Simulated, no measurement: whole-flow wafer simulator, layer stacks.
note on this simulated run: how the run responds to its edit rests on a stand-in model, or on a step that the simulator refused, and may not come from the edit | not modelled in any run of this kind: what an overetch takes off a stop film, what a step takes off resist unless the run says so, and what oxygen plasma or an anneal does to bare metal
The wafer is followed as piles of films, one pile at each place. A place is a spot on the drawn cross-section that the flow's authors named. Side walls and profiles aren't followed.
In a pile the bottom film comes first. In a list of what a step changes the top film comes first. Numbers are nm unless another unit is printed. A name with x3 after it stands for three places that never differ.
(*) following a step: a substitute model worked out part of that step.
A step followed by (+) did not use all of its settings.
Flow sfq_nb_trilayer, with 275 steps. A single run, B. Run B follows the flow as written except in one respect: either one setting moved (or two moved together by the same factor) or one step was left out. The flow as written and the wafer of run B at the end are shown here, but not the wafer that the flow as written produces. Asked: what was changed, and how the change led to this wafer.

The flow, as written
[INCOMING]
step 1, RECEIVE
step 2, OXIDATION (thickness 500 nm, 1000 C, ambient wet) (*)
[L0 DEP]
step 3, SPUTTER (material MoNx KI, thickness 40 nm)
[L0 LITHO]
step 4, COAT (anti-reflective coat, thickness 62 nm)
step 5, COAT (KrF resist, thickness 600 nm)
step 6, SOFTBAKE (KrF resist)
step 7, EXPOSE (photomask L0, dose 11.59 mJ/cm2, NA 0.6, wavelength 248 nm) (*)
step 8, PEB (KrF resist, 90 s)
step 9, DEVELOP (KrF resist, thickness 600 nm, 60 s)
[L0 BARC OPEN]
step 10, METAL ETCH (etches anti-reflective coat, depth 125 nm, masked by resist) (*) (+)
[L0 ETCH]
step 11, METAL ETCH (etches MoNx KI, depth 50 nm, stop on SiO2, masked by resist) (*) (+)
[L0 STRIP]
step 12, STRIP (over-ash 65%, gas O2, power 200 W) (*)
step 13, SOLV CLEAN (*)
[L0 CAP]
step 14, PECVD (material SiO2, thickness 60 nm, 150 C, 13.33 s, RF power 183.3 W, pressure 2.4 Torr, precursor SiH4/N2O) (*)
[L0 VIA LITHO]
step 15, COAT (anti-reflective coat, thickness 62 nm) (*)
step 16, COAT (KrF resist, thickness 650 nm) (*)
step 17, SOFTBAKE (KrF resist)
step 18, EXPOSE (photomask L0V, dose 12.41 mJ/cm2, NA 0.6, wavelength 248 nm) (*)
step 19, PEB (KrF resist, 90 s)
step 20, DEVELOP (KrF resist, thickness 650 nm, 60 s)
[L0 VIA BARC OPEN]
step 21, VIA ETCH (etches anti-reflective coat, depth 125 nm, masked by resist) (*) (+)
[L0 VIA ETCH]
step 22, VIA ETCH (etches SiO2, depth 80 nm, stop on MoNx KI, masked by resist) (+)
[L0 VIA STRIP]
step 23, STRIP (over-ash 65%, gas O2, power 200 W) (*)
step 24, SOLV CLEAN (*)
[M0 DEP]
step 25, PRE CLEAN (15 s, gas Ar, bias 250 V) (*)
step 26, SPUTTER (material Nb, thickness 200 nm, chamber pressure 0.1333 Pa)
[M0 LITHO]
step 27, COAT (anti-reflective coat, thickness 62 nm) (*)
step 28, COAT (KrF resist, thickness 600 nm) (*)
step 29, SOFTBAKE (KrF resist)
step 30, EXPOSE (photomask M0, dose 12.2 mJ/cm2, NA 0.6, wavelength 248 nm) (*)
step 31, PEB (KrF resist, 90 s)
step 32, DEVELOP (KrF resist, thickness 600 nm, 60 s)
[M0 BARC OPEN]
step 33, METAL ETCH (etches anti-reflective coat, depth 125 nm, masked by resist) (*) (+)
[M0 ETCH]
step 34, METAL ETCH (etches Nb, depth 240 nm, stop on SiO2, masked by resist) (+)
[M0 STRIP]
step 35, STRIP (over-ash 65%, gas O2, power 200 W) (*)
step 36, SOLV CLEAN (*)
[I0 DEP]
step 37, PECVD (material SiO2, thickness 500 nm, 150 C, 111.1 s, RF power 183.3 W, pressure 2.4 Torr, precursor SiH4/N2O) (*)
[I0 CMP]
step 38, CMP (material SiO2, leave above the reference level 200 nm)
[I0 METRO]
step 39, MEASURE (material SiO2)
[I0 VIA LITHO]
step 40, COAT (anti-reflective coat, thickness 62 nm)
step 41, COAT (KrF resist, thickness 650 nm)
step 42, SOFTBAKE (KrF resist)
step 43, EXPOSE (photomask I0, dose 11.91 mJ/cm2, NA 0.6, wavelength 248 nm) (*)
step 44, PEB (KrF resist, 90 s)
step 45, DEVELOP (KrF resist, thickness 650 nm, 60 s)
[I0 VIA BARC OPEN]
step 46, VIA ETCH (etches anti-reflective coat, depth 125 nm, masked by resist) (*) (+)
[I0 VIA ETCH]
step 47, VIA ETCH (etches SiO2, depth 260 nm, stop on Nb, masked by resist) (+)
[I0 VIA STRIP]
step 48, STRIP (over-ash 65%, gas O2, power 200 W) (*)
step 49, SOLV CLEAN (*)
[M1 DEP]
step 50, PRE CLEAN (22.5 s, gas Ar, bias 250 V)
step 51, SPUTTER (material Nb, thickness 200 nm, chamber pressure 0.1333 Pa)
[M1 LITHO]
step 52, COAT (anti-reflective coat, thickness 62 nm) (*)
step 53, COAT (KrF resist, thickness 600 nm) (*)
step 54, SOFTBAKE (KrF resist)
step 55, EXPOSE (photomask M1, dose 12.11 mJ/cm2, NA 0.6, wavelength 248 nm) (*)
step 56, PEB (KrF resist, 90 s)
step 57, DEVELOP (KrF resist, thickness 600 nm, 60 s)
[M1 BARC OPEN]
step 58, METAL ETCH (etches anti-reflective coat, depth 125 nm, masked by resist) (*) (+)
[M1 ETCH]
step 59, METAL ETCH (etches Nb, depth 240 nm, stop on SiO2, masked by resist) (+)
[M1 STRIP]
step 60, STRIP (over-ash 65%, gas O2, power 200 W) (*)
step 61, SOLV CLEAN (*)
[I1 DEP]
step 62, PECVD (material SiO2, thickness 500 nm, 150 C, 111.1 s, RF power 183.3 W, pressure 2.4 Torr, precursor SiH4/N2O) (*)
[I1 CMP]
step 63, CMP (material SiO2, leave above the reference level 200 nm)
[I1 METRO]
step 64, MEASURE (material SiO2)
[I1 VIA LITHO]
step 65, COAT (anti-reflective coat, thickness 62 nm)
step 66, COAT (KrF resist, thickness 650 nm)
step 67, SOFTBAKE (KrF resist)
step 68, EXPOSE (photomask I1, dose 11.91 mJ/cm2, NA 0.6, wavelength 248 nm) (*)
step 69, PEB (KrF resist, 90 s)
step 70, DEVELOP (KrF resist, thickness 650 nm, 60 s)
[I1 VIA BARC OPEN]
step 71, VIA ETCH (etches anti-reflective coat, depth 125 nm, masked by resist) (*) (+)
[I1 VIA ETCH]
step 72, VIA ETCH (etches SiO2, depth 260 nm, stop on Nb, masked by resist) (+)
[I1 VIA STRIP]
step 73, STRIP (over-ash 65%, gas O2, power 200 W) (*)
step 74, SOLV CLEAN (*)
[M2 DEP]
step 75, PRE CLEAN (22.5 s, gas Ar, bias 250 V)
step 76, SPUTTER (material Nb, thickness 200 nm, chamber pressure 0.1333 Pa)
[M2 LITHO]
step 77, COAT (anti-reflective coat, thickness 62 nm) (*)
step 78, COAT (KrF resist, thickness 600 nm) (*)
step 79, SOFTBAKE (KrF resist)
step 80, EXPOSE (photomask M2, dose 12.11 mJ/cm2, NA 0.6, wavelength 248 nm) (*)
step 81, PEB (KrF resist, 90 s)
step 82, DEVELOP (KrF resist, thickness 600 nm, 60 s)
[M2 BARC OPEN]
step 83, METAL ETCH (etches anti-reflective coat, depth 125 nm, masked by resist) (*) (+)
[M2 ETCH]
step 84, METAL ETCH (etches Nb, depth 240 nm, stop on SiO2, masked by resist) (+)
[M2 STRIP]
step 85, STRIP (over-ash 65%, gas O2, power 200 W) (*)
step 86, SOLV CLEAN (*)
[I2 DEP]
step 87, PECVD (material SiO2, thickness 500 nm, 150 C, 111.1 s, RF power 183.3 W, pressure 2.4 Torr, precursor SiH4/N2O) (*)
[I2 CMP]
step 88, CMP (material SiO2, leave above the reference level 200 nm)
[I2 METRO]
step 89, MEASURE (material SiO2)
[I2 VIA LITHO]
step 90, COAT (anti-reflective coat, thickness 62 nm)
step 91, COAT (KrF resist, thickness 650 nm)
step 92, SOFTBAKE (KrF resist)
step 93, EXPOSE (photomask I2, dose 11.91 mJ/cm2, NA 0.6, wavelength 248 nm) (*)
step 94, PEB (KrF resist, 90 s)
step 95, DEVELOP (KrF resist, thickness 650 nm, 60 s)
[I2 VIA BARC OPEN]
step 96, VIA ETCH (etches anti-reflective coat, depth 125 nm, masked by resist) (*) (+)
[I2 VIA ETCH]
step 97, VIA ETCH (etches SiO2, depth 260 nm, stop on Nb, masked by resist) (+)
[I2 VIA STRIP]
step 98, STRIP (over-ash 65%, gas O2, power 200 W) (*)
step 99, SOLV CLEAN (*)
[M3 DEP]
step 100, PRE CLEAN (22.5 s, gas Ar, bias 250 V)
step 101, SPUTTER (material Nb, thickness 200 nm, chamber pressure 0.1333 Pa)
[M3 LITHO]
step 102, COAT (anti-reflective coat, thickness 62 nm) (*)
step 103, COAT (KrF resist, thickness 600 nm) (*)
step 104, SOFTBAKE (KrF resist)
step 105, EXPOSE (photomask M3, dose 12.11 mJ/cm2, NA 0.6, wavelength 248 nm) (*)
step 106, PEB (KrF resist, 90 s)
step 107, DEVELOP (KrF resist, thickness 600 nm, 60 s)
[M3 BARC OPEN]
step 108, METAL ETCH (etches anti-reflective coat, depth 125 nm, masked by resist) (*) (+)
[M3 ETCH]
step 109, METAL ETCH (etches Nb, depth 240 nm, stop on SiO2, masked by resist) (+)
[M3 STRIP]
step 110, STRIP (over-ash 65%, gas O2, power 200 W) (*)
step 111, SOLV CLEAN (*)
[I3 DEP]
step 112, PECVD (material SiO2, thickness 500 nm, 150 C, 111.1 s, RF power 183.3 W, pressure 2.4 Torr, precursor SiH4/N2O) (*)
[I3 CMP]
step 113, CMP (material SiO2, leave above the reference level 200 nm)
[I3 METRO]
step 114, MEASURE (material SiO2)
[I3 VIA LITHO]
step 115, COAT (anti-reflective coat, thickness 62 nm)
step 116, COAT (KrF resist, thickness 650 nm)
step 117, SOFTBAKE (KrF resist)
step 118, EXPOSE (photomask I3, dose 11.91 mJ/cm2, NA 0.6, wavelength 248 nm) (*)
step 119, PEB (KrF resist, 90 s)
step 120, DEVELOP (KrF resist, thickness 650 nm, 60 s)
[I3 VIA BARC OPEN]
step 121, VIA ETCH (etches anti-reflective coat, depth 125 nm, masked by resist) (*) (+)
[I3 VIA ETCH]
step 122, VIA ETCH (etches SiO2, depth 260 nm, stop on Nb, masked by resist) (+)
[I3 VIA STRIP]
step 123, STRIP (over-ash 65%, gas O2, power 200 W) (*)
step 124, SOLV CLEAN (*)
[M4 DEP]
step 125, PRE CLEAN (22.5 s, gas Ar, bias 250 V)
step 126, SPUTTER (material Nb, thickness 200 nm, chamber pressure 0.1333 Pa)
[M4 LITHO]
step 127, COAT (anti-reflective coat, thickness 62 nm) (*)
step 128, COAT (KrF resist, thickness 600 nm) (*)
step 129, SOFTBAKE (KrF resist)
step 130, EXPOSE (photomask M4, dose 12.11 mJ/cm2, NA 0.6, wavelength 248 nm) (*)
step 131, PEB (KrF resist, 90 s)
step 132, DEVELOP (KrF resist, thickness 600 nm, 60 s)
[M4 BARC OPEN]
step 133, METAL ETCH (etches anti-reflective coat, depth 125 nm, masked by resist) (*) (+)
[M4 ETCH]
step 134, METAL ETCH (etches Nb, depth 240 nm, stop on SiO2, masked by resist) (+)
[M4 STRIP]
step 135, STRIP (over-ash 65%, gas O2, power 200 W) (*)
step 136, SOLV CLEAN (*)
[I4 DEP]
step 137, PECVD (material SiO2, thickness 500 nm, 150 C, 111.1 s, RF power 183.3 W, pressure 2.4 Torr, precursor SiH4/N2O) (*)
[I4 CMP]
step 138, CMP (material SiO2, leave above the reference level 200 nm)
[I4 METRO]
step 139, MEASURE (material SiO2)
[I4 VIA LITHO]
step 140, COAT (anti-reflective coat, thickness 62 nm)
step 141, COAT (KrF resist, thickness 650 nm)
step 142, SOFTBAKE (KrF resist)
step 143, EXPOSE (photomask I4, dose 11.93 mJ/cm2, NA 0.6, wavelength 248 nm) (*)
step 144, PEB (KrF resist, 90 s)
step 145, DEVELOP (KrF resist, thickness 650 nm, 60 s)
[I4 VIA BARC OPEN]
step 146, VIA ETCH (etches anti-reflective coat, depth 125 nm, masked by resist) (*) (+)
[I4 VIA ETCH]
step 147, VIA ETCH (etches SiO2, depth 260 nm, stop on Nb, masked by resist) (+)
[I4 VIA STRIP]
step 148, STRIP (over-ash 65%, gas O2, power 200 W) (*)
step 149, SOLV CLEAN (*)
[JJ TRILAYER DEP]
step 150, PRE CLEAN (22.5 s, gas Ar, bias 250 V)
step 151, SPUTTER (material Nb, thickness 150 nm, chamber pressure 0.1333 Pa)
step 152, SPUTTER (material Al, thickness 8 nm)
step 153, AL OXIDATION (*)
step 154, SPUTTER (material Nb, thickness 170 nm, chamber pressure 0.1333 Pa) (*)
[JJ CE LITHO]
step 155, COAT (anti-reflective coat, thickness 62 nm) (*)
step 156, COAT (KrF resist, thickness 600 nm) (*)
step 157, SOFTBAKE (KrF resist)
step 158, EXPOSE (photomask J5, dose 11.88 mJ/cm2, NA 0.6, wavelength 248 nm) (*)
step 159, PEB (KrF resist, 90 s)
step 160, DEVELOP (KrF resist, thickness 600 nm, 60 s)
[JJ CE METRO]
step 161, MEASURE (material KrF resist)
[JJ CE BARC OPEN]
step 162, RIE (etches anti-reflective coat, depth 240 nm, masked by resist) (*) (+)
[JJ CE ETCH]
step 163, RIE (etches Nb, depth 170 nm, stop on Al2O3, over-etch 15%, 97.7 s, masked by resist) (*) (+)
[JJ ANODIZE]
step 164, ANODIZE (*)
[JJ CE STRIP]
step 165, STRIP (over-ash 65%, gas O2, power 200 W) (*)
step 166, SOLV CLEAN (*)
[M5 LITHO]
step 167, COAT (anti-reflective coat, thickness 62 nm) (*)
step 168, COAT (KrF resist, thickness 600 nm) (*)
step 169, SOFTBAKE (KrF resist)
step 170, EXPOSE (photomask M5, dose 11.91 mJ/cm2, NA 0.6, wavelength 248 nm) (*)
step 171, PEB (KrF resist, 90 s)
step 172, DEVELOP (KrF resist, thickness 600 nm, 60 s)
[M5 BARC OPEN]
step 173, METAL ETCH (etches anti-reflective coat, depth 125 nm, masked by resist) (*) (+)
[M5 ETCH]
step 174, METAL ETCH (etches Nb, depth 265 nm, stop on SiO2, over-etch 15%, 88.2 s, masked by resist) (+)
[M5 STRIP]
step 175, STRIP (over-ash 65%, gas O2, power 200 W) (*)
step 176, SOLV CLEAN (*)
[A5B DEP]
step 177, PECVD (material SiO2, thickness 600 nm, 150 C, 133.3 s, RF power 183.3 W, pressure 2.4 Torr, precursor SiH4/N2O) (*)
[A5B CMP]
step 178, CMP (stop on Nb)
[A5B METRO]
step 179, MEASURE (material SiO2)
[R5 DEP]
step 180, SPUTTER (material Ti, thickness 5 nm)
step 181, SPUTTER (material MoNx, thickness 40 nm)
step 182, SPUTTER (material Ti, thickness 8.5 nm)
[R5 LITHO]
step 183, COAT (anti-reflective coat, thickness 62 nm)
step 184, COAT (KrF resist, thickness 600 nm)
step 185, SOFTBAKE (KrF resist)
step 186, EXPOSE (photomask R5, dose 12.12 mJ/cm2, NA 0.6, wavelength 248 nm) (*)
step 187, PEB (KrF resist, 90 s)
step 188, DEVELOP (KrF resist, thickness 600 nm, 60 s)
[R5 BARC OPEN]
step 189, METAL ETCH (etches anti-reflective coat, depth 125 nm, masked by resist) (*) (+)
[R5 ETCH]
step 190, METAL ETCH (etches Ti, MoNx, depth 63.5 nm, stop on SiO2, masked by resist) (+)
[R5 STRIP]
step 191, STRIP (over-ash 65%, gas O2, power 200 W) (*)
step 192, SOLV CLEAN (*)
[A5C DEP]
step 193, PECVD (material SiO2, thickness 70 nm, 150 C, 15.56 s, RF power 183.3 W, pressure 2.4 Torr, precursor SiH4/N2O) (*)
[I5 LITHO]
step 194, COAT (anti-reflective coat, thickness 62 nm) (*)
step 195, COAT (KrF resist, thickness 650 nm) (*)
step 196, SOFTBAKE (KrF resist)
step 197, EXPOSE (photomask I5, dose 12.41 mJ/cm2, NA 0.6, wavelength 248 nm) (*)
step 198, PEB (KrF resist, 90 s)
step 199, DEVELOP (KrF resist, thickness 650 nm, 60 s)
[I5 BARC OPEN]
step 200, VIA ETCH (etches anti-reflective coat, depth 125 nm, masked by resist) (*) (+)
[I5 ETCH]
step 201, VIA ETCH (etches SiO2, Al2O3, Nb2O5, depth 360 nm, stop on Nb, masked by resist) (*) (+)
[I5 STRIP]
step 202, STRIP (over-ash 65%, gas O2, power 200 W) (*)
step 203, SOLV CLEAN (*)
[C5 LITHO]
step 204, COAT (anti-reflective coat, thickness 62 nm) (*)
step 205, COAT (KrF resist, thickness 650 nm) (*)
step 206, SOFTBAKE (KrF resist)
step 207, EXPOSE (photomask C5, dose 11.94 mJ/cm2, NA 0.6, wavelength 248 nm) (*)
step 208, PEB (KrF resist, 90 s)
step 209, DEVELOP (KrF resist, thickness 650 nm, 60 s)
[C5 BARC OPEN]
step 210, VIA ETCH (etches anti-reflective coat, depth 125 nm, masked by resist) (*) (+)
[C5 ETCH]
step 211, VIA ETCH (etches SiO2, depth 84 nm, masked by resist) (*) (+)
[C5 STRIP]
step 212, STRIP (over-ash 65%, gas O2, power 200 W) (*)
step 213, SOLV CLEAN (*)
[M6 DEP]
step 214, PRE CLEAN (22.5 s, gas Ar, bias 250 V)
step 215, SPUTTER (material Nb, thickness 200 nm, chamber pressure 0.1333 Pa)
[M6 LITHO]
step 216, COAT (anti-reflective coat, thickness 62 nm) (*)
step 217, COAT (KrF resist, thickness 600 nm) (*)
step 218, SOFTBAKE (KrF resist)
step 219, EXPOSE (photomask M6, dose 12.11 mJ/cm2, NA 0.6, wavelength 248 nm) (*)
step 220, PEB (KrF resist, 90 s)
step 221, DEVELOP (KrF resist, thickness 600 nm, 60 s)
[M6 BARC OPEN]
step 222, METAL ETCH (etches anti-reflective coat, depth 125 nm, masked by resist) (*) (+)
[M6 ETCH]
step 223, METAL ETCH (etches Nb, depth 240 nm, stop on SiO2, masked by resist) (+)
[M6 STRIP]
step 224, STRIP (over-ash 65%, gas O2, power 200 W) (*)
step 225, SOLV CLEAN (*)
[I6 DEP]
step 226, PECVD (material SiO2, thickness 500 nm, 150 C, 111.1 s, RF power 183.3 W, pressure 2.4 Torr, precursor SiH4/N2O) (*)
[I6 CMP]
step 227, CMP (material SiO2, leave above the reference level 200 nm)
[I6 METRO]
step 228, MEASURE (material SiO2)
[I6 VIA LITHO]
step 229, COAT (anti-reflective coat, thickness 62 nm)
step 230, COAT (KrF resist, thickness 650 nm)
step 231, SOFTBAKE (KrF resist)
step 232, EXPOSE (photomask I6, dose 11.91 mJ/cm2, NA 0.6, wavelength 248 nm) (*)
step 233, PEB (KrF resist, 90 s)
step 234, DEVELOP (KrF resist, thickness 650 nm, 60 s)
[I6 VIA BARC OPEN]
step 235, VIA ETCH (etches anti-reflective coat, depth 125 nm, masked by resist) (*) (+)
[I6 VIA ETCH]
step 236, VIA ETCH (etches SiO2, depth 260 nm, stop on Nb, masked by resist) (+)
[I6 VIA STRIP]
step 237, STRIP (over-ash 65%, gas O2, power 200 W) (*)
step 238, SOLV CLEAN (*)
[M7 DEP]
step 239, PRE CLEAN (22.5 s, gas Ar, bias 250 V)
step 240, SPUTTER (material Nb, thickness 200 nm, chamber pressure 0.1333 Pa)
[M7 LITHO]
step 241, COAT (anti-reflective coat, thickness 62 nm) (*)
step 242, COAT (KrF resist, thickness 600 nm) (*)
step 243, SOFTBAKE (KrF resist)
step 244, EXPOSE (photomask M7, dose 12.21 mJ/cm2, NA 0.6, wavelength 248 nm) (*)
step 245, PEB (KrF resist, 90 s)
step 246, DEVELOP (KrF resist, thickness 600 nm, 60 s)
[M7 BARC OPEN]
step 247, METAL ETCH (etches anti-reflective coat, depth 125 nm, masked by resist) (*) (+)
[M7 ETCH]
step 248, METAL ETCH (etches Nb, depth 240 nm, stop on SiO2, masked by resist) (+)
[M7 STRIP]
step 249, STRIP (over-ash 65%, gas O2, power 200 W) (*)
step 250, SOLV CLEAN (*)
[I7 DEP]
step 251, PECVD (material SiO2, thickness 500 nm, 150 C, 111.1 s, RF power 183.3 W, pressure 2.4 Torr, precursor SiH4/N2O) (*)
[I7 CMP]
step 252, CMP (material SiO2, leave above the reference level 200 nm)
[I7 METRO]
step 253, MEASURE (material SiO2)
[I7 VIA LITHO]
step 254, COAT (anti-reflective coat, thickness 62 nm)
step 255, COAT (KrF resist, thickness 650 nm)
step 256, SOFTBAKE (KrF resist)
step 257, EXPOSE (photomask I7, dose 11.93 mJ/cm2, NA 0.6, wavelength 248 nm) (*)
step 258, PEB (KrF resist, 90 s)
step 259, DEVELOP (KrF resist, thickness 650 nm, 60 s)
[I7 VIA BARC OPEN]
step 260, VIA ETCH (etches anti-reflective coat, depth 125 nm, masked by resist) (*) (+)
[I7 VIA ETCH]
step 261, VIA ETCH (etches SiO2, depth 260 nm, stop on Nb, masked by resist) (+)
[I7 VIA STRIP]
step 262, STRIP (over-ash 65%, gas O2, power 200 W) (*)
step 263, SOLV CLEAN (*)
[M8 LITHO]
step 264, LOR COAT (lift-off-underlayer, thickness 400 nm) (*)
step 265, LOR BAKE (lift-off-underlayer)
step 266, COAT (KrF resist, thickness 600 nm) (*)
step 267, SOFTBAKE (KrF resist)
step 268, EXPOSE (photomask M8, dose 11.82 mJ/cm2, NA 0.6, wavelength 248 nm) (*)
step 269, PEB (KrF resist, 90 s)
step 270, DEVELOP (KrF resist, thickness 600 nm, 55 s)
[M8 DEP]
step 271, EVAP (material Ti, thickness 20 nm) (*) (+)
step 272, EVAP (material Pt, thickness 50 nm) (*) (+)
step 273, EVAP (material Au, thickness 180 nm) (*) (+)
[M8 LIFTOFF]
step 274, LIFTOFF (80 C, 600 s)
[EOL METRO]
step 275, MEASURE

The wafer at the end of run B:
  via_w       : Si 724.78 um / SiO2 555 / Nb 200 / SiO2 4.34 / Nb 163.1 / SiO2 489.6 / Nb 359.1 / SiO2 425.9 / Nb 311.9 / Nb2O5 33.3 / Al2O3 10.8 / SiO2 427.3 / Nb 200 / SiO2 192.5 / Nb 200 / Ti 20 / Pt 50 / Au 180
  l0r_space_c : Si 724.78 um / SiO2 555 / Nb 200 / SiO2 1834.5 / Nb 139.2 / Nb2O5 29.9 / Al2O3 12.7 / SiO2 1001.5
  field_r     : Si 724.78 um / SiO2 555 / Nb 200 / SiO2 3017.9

Cause: step 38, CMP: leave above the reference level 272 nm was run, though the flow has leave above the reference level 200 nm.

Step by step, how the change led to this:
  step 38, CMP (material SiO2, leave above the reference level 200 nm)
      v_sur, via_wl, via_w and 94 more: -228 SiO2 (it would be, as written: -300 SiO2)
      field_l, l0_sur, l0r_line_l, l0r_line_c, l0r_line_r: -268 SiO2 (it would be, as written: -340 SiO2)
      (also at 4 further places)
  step 47, VIA ETCH (etches SiO2, depth 260 nm, stop on Nb, masked by resist) (+)
      via_w: -260 SiO2 (it would be, as written: -199.8 SiO2 (all of it))
  step 50, PRE CLEAN (22.5 s, gas Ar, bias 250 V)
      via_w: -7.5 SiO2 (it would be, as written: -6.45 Nb)
  step 51, SPUTTER (material Nb, thickness 200 nm, chamber pressure 0.1333 Pa)
      via_w: +163.1 Nb (new film) (it would be, as written: +174.5 Nb)
  step 52, COAT (anti-reflective coat, thickness 62 nm) (*)
      via_w: +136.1 anti-reflective coat (new film) (it would be, as written: +123.1 anti-reflective coat (new film))
      via_wr: +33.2 anti-reflective coat (new film) (it would be, as written: +34.9 anti-reflective coat (new film))
  step 53, COAT (KrF resist, thickness 600 nm) (*)
      via_w: +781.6 KrF resist (new film) (it would be, as written: +731.8 KrF resist (new film))
  step 60, STRIP (over-ash 65%, gas O2, power 200 W) (*)
      via_w: -563.6 KrF resist (all of it), -136.1 anti-reflective coat (all of it) (it would be, as written: -513.8 KrF resist (all of it), -123.1 anti-reflective coat (all of it))
      via_wr: -378.6 KrF resist (all of it), -33.2 anti-reflective coat (all of it) (it would be, as written: -384.4 KrF resist (all of it), -34.9 anti-reflective coat (all of it))
  step 62, PECVD (material SiO2, thickness 500 nm, 150 C, 111.1 s, RF power 183.3 W, pressure 2.4 Torr, precursor SiH4/N2O) (*)
      via_w: +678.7 SiO2 (new film) (it would be, as written: +606 SiO2 (new film))
With metal films that touch counted as one body, via_w has 6 bodies (between them, from the top down: SiO2 192.5; SiO2 427.3 / Al2O3 10.8 / Nb2O5 33.3; SiO2 425.9; SiO2 489.6; SiO2 4.34); the flow as written gives 5 bodies (between them, from the top down: SiO2 192.5; SiO2 427.3 / Al2O3 10.8 / Nb2O5 33.3; SiO2 425.9; SiO2 416.9).
